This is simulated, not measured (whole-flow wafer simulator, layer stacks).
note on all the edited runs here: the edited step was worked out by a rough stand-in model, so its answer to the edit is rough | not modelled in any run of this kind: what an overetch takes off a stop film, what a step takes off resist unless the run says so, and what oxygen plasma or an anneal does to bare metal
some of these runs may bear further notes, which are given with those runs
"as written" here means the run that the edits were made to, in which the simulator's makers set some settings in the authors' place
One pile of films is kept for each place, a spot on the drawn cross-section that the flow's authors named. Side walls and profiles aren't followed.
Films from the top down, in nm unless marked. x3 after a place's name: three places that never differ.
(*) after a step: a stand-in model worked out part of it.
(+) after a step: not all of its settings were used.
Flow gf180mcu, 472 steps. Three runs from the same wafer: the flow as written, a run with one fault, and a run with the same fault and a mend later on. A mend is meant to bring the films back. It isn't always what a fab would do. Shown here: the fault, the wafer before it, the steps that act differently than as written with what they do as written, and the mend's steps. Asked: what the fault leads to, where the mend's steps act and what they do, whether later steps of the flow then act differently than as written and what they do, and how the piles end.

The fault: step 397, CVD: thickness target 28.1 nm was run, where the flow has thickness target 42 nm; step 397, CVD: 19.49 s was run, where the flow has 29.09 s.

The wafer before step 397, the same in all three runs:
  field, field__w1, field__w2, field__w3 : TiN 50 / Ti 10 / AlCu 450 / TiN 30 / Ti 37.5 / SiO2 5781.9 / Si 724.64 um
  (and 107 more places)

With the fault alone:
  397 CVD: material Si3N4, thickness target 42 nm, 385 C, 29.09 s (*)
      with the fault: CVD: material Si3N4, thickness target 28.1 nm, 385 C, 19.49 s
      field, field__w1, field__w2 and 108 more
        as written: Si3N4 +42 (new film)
        with the fault: Si3N4 +28.2 (new film)
  Later steps of the flow that act differently than as written (6 more steps differ only slightly, by at most 2% or 0.5 nm, whichever is larger, and aren't shown):
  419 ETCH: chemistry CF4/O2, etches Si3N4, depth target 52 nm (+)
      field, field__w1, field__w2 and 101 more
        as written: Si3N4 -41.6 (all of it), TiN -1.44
        with the fault: Si3N4 -27.8 (all of it), TiN -1.93
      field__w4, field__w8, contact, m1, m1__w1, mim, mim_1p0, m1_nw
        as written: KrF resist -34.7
        with the fault: KrF resist -27.8
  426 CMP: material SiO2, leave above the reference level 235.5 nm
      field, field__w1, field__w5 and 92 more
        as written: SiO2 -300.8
        with the fault: SiO2 -314.7
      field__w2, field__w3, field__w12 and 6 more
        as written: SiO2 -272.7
        with the fault: SiO2 -287.1
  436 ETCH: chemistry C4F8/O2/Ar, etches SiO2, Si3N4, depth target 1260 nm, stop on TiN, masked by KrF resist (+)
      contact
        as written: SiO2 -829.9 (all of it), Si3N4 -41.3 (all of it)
        with the fault: SiO2 -829.9 (all of it), Si3N4 -27.4 (all of it)
  At the end the piles differ from the flow's by more than 2% or 0.5 nm, whichever is larger, at field__w4, field__w8, m1, m1__w1, mim, mim_1p0, m1_nw.
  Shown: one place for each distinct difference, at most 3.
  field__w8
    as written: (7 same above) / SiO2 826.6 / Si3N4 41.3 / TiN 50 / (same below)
    with the fault: (7 same above) / SiO2 826.6 / Si3N4 27.4 / TiN 50 / (same below)
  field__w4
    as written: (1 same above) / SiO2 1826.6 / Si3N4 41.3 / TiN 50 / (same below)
    with the fault: (1 same above) / SiO2 1826.6 / Si3N4 27.4 / TiN 50 / (same below)
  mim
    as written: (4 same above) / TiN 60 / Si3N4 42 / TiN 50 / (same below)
    with the fault: (4 same above) / TiN 60 / Si3N4 28.2 / TiN 50 / (same below)

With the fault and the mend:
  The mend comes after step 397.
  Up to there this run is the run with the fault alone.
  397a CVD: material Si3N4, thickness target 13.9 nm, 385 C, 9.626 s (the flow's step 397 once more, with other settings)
      field, field__w1, field__w2 and 108 more
        Si3N4 +13.9
  No later step of the flow acts differently than as written, at any place that is followed, by more than 2% or 0.5 nm, whichever is larger.
  At the end the piles differ from the flow's only slightly at the places that both follow, by at most 2% or 0.5 nm, whichever is larger.
